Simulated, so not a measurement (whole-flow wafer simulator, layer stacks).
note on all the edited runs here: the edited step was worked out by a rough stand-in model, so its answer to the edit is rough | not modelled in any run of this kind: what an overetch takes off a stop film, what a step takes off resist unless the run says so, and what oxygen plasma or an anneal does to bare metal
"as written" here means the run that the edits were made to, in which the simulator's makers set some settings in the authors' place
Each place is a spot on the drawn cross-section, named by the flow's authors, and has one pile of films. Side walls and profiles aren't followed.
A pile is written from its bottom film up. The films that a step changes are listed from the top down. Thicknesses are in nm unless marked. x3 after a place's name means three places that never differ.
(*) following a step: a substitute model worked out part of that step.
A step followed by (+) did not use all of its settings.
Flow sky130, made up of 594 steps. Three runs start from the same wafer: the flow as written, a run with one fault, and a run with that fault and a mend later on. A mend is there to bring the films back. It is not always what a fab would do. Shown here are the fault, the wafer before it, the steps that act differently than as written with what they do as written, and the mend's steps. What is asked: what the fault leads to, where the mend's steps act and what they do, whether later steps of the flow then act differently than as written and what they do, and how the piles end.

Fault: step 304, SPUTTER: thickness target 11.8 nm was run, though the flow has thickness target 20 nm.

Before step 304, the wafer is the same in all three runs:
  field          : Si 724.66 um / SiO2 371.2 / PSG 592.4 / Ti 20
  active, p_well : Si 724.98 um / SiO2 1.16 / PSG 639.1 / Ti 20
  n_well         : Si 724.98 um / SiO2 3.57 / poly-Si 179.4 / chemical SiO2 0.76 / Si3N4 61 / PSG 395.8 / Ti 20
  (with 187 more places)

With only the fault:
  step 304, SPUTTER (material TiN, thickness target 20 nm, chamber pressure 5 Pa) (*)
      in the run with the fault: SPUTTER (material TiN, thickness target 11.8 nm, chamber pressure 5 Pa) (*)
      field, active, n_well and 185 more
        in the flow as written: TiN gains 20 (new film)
        in the run with the fault: TiN gains 11.8 (new film)
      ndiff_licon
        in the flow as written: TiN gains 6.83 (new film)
        in the run with the fault: TiN gains 4.08 (new film)
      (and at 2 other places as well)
  Later steps of the flow acting differently than as written (not shown: 7 more steps that differ only slightly, by at most 2% or 0.5 nm, whichever is larger):
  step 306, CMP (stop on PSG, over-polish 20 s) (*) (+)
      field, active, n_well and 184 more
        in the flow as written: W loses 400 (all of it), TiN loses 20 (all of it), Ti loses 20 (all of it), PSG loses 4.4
        in the run with the fault: W loses 400 (all of it), TiN loses 11.8 (all of it), Ti loses 20 (all of it), PSG loses 4.4
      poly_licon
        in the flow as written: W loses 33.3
        in the run with the fault: W loses 25.1
  At poly_licon, ndiff_licon, ndiff_licon_cpp, rpo_hd_licon, the piles at the end differ from the flow's by more than 2% or 0.5 nm, whichever is larger.
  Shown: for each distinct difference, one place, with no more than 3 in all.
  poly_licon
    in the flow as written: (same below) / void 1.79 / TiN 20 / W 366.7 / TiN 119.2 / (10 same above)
    in the run with the fault: (same below) / void 1.79 / TiN 11.8 / W 374.9 / TiN 119.2 / (10 same above)
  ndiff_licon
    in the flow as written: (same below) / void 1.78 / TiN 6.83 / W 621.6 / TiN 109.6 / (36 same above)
    in the run with the fault: (same below) / void 1.78 / TiN 4.08 / W 624.4 / TiN 109.6 / (36 same above)
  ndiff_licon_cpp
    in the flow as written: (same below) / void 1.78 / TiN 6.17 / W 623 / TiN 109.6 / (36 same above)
    in the run with the fault: (same below) / void 1.78 / TiN 3.69 / W 625.5 / TiN 109.6 / (36 same above)

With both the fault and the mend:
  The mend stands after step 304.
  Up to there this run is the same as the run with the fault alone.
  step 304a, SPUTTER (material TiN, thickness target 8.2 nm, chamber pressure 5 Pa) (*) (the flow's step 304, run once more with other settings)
      field, active, n_well and 185 more
        TiN gains 8.2
      ndiff_licon
        TiN gains 2.75
      ndiff_licon_cpp
        TiN gains 2.49
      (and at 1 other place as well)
  Later steps of the flow that are run all act as written at every place that is followed, up to a difference of at most 2% or 0.5 nm, whichever is larger.
  At the end the piles are close to the flow's at the places that both follow, differing by at most 2% or 0.5 nm, whichever is larger.
